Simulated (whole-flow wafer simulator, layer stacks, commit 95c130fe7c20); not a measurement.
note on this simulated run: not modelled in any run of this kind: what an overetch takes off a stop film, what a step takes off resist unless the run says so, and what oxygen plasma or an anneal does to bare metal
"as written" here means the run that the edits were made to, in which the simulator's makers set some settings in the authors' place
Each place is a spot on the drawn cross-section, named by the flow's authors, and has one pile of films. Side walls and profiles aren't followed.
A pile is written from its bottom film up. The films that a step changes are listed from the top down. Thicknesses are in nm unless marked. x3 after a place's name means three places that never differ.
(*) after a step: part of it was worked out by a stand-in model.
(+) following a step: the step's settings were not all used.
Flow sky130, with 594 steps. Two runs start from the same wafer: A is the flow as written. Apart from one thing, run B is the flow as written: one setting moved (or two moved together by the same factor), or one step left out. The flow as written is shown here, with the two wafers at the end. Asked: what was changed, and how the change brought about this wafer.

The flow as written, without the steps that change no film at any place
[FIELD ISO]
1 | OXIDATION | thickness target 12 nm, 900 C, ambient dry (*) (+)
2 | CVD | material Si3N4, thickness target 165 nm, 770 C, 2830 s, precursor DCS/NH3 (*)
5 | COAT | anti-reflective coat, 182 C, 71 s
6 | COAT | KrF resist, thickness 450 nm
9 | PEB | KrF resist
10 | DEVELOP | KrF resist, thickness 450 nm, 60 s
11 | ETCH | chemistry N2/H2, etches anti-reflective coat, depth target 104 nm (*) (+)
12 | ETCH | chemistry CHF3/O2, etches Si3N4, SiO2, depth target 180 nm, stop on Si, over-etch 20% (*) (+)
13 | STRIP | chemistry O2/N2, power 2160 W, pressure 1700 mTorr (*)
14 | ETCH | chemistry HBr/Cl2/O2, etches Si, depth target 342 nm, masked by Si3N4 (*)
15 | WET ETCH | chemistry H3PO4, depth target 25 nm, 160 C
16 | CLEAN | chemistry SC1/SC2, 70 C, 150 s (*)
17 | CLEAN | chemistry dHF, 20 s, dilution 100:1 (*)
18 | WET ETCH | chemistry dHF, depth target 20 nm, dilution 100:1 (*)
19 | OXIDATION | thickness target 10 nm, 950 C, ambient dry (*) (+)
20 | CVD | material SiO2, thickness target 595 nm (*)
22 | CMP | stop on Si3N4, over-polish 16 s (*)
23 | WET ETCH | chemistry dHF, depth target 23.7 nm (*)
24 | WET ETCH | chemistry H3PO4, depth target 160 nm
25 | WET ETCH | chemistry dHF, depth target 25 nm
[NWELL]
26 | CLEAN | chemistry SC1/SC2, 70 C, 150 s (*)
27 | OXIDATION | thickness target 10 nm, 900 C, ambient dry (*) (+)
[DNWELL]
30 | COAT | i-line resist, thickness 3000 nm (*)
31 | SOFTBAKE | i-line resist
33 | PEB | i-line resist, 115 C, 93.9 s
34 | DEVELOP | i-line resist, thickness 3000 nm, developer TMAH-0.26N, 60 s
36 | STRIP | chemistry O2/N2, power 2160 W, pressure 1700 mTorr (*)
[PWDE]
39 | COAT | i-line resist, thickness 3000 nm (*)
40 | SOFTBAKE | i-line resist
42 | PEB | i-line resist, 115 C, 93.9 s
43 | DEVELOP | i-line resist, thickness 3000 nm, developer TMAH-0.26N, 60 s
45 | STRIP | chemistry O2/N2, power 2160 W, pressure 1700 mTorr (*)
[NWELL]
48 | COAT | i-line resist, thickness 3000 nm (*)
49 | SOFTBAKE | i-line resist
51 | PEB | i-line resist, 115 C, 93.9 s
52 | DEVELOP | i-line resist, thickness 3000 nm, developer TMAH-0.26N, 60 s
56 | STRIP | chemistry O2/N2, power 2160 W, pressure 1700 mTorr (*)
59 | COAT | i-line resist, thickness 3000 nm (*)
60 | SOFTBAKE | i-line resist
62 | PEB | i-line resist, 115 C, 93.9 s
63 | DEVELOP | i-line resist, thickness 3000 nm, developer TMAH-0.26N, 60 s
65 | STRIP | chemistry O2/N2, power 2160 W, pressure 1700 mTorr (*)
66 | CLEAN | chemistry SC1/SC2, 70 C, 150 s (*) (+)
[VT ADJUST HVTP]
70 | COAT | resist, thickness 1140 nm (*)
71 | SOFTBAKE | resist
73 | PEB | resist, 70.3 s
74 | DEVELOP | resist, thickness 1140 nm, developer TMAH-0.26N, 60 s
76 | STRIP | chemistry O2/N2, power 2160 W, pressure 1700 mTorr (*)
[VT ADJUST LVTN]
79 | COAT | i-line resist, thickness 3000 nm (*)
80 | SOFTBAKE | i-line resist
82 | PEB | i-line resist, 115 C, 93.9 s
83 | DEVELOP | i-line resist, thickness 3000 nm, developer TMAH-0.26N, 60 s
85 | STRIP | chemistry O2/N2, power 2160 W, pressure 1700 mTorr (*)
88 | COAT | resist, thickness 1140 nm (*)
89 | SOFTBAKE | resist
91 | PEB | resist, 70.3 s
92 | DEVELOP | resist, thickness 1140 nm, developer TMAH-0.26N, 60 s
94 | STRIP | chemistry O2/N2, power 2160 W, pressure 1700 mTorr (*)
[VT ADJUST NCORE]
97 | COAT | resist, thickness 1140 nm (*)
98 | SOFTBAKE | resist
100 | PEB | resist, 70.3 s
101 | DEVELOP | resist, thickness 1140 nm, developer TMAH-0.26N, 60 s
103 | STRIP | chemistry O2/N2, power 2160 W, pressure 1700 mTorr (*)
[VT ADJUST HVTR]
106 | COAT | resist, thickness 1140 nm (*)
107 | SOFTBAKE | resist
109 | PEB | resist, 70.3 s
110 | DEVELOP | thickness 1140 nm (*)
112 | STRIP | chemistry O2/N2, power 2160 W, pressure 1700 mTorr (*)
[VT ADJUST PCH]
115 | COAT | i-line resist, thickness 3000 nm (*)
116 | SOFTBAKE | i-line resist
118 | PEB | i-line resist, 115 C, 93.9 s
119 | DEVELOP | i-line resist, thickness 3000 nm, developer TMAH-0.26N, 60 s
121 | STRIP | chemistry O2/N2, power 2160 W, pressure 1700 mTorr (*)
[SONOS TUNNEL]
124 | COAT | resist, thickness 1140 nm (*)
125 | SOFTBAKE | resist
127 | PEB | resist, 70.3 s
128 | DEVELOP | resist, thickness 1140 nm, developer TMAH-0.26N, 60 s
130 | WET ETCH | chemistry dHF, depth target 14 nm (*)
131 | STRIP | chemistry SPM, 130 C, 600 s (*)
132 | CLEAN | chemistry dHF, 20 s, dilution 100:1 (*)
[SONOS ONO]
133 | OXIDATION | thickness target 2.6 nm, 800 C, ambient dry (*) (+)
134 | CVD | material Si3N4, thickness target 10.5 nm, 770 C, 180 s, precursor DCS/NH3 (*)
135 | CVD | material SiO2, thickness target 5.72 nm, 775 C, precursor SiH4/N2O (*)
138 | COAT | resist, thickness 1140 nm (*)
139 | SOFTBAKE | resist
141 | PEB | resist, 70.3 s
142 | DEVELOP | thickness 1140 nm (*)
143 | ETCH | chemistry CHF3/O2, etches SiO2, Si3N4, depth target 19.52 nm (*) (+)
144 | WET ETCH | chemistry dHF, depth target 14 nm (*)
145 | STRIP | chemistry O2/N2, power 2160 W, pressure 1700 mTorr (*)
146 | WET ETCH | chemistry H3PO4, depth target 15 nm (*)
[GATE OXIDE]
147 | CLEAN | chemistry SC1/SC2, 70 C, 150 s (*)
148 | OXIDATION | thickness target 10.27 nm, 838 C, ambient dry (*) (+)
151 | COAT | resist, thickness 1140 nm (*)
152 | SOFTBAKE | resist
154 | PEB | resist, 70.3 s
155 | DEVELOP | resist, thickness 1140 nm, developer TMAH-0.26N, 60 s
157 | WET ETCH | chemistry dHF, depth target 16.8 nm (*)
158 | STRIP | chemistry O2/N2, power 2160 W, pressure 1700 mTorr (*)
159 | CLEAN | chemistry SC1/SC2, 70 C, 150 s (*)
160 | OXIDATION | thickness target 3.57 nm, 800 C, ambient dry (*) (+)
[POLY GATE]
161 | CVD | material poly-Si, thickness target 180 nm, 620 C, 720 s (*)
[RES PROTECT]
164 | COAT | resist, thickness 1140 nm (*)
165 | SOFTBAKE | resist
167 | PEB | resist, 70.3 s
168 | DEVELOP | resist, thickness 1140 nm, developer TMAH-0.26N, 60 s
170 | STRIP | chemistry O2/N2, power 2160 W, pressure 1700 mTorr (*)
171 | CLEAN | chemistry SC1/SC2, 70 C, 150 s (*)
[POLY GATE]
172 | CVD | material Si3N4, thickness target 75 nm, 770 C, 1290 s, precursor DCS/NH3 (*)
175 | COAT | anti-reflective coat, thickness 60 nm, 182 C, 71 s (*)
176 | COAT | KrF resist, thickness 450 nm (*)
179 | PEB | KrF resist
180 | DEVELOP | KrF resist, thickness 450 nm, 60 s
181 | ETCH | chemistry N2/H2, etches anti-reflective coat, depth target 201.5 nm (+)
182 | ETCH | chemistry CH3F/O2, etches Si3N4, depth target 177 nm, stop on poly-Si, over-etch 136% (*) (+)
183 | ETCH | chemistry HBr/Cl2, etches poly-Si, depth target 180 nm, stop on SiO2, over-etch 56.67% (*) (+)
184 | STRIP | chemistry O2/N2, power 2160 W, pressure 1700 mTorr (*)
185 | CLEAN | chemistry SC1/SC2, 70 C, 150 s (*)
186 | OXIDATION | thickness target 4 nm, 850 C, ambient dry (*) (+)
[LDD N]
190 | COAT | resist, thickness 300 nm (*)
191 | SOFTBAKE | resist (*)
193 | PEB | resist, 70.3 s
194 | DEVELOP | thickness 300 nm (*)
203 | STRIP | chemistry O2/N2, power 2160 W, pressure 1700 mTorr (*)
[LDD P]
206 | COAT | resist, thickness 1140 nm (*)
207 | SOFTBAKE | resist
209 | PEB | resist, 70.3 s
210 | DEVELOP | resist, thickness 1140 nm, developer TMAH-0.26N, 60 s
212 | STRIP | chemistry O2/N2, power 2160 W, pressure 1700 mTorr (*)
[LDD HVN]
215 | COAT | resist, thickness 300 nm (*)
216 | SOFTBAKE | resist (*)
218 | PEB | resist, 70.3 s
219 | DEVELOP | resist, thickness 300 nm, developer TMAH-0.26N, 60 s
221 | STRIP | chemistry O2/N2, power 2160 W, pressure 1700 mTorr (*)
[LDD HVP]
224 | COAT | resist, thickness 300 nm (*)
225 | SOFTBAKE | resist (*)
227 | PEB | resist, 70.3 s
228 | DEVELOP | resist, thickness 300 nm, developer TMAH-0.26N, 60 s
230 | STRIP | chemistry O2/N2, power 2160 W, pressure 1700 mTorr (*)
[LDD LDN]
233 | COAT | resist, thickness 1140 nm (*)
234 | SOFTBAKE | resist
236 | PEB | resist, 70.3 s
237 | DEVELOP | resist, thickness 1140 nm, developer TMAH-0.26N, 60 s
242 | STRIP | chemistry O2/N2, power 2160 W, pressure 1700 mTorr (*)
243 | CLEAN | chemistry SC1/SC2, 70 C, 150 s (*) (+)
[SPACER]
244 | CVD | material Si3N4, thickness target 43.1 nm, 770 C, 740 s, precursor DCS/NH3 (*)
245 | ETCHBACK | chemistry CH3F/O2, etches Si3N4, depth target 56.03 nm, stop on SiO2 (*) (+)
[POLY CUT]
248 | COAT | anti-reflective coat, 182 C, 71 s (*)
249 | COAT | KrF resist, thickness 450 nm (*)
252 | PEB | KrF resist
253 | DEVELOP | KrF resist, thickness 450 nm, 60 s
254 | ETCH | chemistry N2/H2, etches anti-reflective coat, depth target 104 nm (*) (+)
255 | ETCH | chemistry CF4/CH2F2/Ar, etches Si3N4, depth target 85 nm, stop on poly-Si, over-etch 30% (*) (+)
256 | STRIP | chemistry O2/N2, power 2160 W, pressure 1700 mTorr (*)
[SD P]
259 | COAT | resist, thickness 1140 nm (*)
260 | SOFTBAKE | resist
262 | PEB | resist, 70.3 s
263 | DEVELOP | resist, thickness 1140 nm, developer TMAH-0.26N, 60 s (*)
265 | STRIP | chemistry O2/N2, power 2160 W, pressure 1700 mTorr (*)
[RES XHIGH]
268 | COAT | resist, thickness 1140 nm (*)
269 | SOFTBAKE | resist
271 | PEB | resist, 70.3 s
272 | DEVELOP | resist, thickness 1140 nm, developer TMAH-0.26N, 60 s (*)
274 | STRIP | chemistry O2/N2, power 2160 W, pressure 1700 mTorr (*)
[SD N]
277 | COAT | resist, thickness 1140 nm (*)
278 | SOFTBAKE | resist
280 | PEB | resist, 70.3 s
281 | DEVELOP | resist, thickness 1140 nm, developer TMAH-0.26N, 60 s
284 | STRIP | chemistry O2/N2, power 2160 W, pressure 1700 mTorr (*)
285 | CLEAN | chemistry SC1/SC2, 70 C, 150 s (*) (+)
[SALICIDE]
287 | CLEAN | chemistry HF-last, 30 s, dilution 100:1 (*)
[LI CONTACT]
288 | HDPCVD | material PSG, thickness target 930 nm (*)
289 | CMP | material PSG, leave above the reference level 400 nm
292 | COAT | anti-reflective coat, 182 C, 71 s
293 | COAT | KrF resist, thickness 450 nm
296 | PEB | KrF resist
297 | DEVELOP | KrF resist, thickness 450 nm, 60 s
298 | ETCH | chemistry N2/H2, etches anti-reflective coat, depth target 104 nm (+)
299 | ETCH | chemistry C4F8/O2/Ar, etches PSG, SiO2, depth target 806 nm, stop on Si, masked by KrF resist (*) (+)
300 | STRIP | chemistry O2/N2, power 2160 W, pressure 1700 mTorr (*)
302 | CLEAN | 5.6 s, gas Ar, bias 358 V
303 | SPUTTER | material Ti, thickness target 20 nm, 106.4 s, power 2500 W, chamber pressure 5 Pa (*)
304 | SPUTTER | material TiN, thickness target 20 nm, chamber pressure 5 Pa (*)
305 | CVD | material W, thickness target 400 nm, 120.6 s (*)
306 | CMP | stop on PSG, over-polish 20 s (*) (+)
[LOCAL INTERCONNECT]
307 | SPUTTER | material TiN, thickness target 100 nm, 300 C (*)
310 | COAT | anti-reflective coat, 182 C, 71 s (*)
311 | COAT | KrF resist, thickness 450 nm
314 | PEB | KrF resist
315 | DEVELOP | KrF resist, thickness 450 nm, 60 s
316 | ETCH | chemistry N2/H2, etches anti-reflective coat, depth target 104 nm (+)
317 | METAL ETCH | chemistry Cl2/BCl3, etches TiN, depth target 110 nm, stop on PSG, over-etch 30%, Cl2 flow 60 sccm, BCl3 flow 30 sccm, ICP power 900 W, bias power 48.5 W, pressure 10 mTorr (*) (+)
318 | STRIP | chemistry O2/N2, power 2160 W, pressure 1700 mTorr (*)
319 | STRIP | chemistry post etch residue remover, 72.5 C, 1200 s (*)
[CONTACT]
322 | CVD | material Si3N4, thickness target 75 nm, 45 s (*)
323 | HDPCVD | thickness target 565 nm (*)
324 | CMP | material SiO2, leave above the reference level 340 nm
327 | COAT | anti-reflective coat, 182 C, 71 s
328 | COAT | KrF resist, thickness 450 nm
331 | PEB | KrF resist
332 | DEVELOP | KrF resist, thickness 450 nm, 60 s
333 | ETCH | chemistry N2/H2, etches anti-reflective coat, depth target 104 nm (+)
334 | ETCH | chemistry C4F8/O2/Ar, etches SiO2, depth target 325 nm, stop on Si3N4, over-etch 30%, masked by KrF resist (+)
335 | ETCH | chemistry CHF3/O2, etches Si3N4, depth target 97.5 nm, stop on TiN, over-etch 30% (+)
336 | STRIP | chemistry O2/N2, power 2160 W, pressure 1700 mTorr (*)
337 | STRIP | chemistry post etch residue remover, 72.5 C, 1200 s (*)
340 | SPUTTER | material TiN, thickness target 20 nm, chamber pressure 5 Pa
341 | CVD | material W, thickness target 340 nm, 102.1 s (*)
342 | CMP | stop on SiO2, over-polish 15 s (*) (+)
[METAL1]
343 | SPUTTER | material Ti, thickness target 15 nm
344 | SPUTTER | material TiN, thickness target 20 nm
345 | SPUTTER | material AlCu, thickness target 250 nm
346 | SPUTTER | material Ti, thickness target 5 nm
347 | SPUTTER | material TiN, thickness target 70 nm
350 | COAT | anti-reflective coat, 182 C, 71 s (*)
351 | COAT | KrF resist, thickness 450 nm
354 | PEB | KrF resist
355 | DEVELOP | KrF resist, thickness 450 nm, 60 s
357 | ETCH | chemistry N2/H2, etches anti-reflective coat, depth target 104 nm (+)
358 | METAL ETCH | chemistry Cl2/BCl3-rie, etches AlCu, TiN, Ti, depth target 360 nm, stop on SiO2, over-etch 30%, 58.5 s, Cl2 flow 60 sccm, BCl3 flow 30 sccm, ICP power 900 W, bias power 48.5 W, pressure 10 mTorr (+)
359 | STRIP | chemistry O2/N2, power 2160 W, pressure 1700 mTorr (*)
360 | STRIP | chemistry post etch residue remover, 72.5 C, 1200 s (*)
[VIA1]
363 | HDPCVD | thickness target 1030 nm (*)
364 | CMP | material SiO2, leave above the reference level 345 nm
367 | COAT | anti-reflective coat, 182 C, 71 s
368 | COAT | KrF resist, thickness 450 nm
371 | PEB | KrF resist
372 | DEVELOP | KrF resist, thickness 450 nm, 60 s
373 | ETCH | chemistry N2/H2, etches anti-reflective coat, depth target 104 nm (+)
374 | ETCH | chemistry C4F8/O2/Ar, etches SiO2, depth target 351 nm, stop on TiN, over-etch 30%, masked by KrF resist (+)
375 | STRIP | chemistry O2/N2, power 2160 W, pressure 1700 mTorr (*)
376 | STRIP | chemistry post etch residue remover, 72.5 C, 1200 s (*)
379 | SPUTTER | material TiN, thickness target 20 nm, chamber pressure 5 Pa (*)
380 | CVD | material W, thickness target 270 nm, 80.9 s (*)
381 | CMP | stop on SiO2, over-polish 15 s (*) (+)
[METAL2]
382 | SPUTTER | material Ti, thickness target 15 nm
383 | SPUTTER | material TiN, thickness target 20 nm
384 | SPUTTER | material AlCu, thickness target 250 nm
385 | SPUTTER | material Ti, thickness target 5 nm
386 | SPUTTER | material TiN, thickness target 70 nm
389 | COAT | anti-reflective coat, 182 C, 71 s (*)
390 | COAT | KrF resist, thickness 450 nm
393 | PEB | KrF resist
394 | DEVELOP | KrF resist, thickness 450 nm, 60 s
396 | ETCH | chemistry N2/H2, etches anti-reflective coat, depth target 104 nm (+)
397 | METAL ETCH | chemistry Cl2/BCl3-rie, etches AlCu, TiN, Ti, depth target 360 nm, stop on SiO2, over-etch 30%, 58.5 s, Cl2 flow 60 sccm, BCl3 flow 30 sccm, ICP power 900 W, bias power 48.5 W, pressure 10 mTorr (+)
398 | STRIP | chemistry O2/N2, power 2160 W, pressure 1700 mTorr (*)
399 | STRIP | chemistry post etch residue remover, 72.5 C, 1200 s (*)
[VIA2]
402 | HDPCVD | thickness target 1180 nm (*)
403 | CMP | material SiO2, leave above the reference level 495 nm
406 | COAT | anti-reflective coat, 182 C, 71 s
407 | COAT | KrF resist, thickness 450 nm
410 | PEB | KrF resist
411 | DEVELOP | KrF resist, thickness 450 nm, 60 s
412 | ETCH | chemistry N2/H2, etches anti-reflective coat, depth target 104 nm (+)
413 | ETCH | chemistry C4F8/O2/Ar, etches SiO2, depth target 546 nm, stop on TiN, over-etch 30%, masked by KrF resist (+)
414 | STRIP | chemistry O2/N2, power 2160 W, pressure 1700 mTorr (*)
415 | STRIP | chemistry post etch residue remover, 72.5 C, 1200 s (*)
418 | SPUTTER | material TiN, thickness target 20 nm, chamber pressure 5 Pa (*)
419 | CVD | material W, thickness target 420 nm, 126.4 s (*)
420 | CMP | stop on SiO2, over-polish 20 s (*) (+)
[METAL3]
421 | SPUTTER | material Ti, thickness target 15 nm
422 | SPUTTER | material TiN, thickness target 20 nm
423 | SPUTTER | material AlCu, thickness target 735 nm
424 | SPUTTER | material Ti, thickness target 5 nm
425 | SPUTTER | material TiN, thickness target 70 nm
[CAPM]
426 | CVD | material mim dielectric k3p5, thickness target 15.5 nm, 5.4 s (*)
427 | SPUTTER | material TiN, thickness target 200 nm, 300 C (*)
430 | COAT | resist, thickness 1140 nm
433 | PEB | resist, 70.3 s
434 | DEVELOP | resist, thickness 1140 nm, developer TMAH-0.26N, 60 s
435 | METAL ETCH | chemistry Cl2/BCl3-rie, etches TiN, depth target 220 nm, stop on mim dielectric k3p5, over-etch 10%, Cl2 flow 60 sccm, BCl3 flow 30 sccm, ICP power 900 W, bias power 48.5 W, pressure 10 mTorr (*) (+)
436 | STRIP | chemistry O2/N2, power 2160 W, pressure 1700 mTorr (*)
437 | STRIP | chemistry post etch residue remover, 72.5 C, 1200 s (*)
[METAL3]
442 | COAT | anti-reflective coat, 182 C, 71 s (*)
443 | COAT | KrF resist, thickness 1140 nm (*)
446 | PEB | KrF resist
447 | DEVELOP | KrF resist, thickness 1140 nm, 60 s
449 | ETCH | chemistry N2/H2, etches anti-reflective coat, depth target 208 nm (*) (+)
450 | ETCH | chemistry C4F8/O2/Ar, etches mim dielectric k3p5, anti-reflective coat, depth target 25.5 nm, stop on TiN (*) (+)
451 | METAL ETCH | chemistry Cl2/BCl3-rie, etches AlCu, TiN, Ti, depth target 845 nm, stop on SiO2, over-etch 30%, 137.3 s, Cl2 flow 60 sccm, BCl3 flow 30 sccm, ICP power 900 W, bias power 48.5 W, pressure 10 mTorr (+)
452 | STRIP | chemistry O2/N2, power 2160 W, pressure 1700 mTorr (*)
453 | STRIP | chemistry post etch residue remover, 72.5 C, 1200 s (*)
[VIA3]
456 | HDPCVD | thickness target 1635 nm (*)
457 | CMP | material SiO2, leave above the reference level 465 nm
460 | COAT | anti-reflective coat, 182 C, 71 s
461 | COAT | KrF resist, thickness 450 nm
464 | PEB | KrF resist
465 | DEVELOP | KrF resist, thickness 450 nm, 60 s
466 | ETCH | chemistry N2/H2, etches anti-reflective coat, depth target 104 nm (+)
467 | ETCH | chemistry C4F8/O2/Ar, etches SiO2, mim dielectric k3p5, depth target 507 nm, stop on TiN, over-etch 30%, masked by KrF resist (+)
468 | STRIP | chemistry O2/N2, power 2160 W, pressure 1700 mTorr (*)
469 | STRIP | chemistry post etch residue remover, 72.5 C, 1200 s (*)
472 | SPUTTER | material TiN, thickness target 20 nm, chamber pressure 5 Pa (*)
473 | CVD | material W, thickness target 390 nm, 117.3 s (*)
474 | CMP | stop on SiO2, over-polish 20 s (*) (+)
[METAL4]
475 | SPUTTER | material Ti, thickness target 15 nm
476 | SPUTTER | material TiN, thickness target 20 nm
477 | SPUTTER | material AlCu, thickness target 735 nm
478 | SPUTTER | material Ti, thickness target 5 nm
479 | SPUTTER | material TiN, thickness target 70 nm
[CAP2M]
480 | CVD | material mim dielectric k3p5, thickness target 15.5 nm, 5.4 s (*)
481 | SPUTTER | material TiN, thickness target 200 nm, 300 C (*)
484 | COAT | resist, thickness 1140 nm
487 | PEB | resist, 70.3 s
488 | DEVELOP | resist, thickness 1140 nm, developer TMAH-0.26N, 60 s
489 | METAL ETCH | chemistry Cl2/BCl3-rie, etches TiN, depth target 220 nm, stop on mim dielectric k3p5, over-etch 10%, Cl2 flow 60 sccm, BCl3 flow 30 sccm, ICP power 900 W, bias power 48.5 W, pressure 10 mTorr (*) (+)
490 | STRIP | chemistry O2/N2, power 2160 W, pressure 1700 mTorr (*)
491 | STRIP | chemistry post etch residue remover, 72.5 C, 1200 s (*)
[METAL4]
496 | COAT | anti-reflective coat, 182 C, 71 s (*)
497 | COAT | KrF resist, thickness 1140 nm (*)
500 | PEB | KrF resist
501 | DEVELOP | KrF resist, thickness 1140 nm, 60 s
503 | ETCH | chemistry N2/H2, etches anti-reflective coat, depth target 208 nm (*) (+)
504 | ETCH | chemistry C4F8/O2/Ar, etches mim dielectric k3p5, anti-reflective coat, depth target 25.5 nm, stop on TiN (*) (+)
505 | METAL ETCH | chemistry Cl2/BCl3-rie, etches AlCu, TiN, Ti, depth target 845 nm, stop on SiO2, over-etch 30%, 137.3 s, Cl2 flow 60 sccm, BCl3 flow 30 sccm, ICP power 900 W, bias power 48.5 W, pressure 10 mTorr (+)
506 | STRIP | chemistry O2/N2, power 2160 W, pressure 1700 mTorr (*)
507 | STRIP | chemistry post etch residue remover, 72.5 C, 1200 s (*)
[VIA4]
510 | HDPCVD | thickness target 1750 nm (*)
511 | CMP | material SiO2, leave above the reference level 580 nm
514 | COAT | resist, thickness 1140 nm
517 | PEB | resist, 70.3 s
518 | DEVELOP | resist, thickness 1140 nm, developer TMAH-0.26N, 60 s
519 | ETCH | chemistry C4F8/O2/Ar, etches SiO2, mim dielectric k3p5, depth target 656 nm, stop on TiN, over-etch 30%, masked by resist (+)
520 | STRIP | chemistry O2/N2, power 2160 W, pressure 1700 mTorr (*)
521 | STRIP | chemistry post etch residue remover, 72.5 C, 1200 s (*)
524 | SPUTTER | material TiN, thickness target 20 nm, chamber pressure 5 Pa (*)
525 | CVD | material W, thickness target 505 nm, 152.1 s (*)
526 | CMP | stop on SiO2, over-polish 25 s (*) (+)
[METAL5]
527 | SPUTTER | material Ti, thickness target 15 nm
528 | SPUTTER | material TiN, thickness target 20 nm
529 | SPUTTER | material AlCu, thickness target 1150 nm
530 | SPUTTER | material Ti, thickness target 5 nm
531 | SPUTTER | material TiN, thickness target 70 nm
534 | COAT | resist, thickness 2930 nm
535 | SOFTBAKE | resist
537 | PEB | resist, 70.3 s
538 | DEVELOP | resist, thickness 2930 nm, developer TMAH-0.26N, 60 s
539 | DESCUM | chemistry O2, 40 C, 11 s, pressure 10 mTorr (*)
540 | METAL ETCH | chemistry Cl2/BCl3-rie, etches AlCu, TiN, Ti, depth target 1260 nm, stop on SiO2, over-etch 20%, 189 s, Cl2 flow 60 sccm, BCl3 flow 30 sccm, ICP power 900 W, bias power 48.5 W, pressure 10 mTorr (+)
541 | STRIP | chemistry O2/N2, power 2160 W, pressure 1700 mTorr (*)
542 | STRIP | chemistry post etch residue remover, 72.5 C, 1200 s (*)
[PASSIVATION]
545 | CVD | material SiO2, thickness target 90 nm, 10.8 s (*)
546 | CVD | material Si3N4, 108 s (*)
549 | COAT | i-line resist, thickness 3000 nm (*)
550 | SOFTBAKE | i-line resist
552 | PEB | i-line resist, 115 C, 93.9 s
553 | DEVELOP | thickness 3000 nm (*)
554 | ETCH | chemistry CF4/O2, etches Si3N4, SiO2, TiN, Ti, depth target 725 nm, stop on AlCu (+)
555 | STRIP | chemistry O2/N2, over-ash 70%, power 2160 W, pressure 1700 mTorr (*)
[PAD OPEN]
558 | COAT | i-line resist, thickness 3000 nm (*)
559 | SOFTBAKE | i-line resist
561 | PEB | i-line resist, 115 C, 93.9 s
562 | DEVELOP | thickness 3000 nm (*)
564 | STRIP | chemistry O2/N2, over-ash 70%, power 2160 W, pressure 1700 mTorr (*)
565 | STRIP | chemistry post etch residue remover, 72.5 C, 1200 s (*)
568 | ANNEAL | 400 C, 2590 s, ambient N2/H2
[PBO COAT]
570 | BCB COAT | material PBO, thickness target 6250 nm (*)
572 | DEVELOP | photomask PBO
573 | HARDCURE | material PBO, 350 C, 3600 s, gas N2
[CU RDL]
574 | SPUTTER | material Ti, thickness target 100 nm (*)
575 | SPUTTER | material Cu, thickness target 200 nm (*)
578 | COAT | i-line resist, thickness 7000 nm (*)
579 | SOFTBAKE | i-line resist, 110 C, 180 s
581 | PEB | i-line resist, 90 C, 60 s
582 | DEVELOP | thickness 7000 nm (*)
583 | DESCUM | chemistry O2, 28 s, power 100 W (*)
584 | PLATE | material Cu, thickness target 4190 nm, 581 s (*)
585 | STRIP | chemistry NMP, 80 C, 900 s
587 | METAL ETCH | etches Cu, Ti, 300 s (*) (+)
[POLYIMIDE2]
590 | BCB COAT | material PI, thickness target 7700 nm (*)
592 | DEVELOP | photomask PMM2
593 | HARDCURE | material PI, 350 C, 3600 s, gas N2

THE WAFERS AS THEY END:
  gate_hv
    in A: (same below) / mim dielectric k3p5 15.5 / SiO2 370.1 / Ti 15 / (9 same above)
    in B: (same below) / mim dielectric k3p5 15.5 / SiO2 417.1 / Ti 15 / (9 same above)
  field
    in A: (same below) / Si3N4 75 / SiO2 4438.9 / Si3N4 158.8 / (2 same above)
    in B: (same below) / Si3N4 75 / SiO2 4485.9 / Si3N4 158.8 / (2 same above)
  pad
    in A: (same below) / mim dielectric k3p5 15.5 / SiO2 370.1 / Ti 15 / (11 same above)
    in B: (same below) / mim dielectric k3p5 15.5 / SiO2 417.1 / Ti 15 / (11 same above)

The reason: step 457, CMP: leave above the reference level 512 nm was run, whereas the flow has leave above the reference level 465 nm.

Step by step, how the change led to this:
  457 | CMP | material SiO2, leave above the reference level 465 nm
      n_well, p_well, gate_hv and 99 more: A SiO2 loses 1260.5 | B SiO2 loses 1213.5
      field, active, gate and 82 more: A SiO2 loses 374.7 | B SiO2 loses 327.7
      (also at 5 further places)
  467 | ETCH | chemistry C4F8/O2/Ar, etches SiO2, mim dielectric k3p5, depth target 507 nm, stop on TiN, over-etch 30%, masked by KrF resist (+)
      m1: A SiO2 loses 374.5 (all of it), mim dielectric k3p5 loses 15.5 (all of it) | B SiO2 loses 421.5 (all of it), mim dielectric k3p5 loses 15.5 (all of it)
      via3_hole: A SiO2 loses 373.9 (all of it), mim dielectric k3p5 loses 15.5 (all of it) | B SiO2 loses 420.9 (all of it), mim dielectric k3p5 loses 15.5 (all of it)
  472 | SPUTTER | material TiN, thickness target 20 nm, chamber pressure 5 Pa (*)
      m1, via3_hole: A TiN gains 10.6 | B TiN gains 9.95
  473 | CVD | material W, thickness target 390 nm, 117.3 s (*)
      m1: A W gains 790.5 (new film) | B W gains 838.1 (new film)
      via3_hole: A W gains 789.9 (new film) | B W gains 837.5 (new film)
